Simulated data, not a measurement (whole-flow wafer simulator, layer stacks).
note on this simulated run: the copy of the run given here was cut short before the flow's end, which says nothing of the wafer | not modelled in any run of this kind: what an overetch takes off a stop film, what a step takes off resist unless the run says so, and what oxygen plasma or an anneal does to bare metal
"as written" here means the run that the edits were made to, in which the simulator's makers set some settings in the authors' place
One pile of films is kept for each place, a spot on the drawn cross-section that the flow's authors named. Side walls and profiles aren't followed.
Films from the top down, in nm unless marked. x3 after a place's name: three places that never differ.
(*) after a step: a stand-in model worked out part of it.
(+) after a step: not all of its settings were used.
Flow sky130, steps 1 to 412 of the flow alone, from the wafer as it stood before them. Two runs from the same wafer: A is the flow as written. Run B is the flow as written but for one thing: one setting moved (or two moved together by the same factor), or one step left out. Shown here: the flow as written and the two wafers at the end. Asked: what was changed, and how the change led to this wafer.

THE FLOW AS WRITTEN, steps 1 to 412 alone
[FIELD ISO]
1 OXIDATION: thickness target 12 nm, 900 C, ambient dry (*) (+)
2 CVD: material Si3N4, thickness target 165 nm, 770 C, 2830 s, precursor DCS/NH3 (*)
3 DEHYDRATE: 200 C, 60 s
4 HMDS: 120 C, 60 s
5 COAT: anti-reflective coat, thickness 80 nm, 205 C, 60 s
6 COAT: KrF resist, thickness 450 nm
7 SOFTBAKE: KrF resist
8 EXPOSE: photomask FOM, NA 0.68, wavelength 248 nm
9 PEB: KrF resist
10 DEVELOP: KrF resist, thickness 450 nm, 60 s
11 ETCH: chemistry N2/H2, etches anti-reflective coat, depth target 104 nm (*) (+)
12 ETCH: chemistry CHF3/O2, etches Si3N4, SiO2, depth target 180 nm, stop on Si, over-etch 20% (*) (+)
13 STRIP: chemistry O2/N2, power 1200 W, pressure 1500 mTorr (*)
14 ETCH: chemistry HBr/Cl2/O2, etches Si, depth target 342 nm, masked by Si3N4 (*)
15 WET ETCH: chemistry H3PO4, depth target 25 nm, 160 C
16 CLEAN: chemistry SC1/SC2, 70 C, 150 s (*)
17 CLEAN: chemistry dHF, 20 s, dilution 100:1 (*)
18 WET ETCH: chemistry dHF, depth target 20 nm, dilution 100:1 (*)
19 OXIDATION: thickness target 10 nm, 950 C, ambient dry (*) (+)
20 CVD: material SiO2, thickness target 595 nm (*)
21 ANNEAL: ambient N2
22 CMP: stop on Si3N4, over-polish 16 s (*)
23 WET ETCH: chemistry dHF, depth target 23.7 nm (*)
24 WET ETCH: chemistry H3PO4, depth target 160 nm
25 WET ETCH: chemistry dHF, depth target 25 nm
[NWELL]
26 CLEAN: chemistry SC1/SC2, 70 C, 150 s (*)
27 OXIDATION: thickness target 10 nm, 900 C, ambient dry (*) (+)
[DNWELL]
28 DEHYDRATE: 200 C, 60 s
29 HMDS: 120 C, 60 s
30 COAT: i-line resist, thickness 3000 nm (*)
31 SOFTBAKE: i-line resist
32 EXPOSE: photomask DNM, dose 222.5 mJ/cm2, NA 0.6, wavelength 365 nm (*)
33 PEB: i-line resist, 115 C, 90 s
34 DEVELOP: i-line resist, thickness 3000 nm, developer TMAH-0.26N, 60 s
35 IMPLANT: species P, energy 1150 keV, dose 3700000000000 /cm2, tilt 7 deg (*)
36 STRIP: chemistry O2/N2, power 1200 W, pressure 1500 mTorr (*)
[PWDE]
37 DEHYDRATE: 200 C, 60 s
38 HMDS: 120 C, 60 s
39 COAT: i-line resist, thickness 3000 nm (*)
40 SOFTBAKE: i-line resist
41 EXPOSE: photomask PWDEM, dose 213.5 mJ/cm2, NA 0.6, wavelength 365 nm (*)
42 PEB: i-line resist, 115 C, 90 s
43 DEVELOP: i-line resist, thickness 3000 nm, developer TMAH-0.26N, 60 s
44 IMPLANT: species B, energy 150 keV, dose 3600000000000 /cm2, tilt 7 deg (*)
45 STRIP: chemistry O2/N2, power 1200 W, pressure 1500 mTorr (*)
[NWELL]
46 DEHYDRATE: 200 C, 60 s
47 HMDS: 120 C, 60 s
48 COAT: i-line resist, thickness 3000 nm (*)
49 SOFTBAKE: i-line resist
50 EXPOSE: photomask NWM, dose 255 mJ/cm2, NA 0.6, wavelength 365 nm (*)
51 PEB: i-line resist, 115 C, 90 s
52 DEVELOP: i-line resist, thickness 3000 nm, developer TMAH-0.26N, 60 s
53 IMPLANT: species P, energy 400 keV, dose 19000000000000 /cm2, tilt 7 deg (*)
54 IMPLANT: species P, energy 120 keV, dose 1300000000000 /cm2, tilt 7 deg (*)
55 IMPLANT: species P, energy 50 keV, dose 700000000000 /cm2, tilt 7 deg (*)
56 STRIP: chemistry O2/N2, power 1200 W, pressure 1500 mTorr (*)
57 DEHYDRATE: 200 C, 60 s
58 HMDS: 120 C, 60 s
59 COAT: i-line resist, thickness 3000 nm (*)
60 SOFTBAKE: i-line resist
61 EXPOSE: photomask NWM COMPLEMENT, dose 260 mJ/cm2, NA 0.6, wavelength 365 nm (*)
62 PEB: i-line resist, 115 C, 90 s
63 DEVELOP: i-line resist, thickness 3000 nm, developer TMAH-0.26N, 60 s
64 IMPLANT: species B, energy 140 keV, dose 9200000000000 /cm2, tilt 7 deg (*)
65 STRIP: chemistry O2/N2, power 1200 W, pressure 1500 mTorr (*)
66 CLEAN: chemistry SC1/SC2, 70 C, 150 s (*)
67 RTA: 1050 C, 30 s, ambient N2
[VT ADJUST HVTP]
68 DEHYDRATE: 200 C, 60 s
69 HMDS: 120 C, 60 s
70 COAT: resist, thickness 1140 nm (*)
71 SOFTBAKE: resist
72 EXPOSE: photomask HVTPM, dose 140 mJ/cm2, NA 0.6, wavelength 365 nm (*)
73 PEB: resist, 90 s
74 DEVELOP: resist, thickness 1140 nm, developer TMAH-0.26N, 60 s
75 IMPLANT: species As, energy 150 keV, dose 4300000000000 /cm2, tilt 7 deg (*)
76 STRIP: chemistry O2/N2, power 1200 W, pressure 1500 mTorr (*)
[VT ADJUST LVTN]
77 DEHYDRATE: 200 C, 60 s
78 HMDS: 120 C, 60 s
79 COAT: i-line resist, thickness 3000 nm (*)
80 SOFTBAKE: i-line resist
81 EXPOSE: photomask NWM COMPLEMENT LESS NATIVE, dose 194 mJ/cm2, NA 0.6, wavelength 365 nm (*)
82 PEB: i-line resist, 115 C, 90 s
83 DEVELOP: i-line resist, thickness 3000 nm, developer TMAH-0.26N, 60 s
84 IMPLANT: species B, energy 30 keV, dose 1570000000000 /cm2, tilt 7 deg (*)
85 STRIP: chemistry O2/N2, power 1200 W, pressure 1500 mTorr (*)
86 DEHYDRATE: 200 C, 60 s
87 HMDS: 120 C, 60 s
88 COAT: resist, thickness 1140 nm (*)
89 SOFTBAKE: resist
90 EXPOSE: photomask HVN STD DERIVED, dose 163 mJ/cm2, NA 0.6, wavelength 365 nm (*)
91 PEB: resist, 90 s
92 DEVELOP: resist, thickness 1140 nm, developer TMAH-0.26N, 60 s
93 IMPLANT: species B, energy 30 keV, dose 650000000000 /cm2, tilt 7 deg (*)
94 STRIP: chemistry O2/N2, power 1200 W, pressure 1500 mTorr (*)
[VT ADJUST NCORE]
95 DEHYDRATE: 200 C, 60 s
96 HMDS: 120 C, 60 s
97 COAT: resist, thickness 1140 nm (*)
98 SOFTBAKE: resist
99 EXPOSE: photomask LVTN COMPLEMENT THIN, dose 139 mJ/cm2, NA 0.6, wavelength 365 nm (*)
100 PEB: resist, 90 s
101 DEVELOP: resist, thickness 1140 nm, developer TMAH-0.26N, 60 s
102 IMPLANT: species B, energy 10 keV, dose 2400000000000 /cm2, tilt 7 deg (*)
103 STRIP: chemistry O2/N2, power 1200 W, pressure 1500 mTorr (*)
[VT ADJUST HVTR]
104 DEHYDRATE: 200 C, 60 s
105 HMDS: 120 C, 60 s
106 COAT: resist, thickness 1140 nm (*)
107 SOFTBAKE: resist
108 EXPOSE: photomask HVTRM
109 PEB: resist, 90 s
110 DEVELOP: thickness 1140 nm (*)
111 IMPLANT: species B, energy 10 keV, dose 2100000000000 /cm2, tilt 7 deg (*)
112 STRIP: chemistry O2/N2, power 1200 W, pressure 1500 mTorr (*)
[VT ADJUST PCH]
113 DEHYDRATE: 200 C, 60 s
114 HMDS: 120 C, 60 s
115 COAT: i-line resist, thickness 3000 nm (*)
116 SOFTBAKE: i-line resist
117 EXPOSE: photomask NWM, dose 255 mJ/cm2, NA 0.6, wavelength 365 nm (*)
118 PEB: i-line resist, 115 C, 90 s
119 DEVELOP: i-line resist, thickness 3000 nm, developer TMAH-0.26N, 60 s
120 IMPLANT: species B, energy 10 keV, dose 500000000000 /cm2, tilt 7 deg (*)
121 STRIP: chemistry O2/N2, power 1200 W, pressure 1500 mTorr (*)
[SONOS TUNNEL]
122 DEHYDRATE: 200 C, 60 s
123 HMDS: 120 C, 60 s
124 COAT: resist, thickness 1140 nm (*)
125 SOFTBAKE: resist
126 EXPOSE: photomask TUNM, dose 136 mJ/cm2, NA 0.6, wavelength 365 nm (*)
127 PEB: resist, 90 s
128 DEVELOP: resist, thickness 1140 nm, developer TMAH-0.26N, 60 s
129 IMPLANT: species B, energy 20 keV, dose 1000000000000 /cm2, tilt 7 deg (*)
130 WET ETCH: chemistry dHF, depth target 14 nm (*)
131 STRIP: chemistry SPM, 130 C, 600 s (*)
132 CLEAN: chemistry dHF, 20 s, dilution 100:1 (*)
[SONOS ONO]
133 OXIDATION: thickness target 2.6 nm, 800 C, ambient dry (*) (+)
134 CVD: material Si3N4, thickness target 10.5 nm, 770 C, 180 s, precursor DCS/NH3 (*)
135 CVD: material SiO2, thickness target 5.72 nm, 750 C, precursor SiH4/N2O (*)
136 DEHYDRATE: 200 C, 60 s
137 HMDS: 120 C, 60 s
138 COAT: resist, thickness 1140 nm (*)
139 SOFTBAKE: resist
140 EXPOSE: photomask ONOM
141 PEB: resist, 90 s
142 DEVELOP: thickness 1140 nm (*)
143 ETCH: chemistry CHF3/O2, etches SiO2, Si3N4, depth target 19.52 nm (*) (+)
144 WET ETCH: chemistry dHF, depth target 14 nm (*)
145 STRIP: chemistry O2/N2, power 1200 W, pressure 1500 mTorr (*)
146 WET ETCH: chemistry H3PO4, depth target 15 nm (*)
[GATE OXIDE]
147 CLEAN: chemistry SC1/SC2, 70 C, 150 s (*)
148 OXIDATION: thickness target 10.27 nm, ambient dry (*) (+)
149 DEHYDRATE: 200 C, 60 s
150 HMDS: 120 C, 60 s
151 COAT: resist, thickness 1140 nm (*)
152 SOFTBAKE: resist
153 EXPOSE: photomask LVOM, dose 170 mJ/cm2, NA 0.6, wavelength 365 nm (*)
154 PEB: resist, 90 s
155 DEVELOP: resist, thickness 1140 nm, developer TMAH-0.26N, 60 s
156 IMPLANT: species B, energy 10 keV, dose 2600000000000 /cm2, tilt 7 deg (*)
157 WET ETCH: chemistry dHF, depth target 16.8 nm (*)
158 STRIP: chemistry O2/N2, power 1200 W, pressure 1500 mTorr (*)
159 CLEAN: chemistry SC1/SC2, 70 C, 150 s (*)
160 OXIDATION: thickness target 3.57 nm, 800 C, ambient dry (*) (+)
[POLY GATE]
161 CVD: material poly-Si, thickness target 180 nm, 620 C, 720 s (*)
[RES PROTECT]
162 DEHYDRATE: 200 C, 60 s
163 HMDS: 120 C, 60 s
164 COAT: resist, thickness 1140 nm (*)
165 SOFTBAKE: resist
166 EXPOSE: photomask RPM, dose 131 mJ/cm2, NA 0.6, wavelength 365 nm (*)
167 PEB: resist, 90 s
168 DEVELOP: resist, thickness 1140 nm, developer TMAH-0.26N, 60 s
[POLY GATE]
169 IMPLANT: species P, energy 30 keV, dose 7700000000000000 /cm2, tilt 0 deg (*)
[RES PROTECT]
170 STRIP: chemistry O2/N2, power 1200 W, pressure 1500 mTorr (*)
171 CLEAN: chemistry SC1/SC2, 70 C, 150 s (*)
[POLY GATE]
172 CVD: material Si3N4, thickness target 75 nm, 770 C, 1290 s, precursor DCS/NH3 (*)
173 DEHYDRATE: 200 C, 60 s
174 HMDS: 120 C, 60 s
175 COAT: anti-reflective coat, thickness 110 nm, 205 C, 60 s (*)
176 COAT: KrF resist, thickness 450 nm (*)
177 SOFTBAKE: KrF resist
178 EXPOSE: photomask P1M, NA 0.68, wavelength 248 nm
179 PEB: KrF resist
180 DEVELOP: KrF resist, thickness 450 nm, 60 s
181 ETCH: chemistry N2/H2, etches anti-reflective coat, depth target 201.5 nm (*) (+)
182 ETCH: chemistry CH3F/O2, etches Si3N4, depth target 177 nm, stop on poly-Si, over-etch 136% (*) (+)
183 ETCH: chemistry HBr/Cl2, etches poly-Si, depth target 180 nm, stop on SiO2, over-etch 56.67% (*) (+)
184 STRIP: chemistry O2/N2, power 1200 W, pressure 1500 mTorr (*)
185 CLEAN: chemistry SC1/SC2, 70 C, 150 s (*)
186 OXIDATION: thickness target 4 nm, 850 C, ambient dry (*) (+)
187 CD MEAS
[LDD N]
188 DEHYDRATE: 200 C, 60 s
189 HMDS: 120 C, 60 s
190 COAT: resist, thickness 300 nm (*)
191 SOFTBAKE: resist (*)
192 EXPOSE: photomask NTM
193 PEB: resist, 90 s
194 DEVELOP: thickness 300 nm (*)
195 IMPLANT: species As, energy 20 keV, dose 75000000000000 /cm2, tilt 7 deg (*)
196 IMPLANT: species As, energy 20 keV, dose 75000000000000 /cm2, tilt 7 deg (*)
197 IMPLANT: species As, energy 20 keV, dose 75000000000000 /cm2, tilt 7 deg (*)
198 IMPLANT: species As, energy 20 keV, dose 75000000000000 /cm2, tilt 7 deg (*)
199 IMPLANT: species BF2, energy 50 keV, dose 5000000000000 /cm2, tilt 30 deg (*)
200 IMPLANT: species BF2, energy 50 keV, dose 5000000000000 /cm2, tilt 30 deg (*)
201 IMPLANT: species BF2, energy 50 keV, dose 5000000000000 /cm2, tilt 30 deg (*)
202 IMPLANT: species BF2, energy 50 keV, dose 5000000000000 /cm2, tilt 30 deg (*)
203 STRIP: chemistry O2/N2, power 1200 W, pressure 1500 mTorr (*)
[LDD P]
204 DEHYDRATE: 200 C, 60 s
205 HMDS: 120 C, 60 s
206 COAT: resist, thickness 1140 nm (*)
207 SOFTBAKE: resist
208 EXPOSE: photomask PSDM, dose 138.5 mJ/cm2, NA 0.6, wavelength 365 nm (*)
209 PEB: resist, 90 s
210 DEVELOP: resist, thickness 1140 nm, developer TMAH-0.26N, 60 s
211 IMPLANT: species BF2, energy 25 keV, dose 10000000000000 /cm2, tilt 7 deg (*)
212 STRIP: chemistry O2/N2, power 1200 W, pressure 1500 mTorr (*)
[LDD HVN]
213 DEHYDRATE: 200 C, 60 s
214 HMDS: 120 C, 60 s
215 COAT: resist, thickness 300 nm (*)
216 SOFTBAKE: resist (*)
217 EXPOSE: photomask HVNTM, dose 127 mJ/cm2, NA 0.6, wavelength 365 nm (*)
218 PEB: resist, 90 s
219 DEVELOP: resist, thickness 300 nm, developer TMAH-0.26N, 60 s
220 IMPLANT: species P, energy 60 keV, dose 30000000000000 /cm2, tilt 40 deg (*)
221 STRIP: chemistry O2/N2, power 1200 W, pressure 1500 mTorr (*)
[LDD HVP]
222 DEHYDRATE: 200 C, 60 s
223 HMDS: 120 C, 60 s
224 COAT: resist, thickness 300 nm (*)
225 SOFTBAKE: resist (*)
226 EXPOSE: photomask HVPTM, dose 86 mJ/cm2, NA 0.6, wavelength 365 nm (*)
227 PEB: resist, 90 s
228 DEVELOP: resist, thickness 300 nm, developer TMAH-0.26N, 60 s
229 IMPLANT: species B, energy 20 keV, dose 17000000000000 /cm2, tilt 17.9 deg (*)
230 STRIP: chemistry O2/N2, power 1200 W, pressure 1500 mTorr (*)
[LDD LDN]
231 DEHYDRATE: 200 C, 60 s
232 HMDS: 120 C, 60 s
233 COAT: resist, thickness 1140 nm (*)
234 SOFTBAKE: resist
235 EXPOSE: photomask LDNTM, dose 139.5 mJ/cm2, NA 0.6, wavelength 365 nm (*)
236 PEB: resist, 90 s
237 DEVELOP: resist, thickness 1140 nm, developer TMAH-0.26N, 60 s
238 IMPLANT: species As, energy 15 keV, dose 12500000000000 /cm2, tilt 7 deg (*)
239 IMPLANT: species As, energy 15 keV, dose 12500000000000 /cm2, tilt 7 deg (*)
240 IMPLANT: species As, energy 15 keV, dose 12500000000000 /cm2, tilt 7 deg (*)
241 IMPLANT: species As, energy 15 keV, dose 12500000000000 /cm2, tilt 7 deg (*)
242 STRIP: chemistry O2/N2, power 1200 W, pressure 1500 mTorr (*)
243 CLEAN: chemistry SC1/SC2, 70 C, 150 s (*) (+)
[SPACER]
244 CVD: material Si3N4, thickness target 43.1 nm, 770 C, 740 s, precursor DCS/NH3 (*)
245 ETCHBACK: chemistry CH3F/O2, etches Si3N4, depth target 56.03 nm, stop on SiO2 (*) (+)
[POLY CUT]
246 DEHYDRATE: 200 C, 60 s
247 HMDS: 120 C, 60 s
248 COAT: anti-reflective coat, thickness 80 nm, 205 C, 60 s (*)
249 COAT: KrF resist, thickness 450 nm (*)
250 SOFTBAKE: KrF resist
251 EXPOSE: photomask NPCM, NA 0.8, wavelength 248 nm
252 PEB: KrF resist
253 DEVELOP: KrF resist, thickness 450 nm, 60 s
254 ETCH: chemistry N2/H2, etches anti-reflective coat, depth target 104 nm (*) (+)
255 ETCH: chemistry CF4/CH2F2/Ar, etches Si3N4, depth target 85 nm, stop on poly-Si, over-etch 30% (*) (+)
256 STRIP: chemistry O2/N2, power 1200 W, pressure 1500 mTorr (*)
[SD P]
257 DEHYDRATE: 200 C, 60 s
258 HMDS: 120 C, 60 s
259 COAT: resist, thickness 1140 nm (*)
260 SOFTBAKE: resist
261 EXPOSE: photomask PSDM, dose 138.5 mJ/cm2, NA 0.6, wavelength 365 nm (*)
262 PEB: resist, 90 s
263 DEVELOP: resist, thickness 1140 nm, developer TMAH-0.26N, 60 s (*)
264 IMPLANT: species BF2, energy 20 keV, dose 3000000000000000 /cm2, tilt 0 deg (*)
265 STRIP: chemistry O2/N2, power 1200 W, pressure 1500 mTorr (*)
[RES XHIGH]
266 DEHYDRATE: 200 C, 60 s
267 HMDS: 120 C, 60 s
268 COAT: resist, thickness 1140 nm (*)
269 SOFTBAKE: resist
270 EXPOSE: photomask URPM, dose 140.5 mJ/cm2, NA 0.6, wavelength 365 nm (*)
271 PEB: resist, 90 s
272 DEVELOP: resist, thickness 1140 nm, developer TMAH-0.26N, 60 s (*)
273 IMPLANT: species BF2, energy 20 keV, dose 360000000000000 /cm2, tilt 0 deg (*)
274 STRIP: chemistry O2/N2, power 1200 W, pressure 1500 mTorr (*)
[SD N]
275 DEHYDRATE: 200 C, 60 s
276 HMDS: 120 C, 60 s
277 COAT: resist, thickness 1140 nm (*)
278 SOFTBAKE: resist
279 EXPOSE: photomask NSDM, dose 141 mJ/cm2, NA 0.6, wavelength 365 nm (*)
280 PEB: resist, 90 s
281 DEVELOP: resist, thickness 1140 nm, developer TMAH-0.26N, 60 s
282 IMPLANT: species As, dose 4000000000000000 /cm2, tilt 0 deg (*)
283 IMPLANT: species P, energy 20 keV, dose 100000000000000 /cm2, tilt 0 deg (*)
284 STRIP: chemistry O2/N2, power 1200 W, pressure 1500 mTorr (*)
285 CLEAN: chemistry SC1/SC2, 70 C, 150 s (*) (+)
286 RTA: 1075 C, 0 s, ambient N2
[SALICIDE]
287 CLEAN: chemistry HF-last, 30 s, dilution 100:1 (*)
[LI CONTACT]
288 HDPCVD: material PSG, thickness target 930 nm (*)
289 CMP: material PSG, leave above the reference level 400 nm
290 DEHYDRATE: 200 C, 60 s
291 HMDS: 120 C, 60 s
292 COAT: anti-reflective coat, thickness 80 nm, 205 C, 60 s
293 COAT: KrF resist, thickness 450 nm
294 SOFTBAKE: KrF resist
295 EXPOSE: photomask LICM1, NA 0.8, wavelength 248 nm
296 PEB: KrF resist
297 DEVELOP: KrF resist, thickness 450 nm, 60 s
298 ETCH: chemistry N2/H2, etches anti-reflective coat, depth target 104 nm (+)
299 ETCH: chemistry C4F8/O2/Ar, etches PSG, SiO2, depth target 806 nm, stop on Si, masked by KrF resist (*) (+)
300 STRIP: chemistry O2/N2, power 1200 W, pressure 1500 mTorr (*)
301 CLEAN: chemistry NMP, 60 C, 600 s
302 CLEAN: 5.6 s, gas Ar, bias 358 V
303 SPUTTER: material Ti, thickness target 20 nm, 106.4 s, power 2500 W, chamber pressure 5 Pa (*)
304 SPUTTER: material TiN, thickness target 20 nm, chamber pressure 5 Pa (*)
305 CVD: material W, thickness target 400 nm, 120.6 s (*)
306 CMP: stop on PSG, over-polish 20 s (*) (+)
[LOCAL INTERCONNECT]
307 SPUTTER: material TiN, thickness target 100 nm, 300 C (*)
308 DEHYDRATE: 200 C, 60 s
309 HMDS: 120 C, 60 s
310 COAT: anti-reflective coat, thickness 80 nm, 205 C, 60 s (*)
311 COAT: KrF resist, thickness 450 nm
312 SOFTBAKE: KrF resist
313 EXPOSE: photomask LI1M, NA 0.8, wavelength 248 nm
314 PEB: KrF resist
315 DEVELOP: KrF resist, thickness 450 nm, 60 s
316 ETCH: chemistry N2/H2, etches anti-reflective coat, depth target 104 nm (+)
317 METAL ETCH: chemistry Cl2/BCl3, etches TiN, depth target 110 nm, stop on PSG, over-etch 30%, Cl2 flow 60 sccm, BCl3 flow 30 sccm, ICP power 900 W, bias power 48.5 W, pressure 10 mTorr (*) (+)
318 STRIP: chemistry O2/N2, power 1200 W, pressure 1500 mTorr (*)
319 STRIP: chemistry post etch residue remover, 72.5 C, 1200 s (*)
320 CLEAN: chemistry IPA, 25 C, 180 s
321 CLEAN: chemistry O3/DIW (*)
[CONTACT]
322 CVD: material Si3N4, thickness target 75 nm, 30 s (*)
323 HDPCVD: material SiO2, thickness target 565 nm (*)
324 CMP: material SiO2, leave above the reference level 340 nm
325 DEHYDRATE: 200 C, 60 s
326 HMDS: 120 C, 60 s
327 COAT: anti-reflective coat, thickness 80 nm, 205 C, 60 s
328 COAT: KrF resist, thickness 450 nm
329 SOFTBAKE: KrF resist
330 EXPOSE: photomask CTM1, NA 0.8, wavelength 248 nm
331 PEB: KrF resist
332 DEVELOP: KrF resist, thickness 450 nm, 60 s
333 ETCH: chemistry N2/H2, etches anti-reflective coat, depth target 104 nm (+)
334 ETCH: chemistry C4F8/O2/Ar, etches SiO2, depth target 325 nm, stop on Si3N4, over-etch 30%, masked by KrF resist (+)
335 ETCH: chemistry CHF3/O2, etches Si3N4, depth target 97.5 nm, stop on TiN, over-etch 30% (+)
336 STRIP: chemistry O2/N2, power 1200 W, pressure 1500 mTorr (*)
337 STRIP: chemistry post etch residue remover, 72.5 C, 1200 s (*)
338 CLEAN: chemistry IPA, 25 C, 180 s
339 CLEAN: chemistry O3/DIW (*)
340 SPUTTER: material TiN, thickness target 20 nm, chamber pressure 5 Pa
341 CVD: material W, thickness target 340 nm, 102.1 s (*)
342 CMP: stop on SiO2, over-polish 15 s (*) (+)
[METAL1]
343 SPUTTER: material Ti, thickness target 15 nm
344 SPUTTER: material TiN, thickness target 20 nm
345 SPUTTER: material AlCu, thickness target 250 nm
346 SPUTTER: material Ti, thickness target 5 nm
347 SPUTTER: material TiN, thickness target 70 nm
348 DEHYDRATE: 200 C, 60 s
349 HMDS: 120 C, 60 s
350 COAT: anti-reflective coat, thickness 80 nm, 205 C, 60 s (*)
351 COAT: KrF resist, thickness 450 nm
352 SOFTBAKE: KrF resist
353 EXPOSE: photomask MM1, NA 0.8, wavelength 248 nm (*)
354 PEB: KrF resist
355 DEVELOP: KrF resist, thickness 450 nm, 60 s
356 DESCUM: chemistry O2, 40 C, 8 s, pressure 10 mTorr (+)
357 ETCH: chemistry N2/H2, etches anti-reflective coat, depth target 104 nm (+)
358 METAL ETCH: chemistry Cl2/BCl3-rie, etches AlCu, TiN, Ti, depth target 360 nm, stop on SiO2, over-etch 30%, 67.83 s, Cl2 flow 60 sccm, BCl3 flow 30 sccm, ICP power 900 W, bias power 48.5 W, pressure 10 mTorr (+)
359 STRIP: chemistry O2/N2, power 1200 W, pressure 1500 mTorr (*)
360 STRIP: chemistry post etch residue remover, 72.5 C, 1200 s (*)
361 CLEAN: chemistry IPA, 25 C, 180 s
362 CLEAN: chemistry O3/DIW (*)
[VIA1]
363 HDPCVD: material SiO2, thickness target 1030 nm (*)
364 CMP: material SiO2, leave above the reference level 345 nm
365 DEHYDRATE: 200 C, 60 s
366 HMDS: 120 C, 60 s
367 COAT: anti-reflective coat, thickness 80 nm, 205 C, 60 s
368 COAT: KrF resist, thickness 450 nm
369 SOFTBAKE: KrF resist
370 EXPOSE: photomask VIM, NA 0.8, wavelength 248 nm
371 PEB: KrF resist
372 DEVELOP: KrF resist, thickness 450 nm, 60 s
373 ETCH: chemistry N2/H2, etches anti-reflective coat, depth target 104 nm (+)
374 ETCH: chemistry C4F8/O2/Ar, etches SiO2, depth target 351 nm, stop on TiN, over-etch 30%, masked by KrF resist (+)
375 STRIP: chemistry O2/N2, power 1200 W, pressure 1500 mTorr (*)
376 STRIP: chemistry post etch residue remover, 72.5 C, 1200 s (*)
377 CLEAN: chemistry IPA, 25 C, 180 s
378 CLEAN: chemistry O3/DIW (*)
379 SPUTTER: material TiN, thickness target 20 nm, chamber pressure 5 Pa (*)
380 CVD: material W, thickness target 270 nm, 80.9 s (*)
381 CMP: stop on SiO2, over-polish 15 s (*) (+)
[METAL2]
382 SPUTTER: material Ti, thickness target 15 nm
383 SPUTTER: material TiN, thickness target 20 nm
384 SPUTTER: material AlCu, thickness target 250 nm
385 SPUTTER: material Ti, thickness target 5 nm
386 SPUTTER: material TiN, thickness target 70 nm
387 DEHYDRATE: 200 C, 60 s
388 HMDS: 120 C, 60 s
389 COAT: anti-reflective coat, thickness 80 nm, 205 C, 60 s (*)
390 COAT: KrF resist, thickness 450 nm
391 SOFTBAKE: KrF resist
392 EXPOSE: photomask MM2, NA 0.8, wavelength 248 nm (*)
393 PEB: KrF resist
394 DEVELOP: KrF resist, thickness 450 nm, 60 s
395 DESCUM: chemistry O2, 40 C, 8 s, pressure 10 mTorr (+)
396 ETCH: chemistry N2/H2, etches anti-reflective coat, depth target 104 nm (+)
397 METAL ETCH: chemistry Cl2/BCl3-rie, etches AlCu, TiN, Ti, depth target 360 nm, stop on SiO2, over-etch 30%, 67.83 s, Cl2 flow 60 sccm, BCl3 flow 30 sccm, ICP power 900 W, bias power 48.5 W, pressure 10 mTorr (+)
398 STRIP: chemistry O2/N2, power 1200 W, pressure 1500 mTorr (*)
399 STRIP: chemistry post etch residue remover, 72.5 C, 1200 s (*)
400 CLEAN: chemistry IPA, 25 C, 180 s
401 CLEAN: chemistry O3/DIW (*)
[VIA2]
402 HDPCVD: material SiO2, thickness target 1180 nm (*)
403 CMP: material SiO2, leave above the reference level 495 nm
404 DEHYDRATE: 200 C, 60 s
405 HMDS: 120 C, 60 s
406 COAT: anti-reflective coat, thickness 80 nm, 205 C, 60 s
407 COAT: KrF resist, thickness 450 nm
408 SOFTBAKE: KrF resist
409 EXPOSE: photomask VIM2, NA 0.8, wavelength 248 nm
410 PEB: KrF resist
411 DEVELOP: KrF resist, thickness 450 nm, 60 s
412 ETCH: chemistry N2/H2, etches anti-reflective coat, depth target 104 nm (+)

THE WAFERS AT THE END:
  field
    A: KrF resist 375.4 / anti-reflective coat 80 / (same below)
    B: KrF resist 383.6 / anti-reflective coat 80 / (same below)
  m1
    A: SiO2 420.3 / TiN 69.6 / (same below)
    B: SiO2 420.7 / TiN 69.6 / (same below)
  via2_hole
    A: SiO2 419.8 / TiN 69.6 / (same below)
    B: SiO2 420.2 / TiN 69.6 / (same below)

The cause: step 412, ETCH: depth target 89.3 nm was run, where the flow has depth target 104 nm.

How the change led to this, step by step:
  412 ETCH: chemistry N2/H2, etches anti-reflective coat, depth target 104 nm (+)
      field, active, n_well and 186 more: A KrF resist -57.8 | B KrF resist -49.6
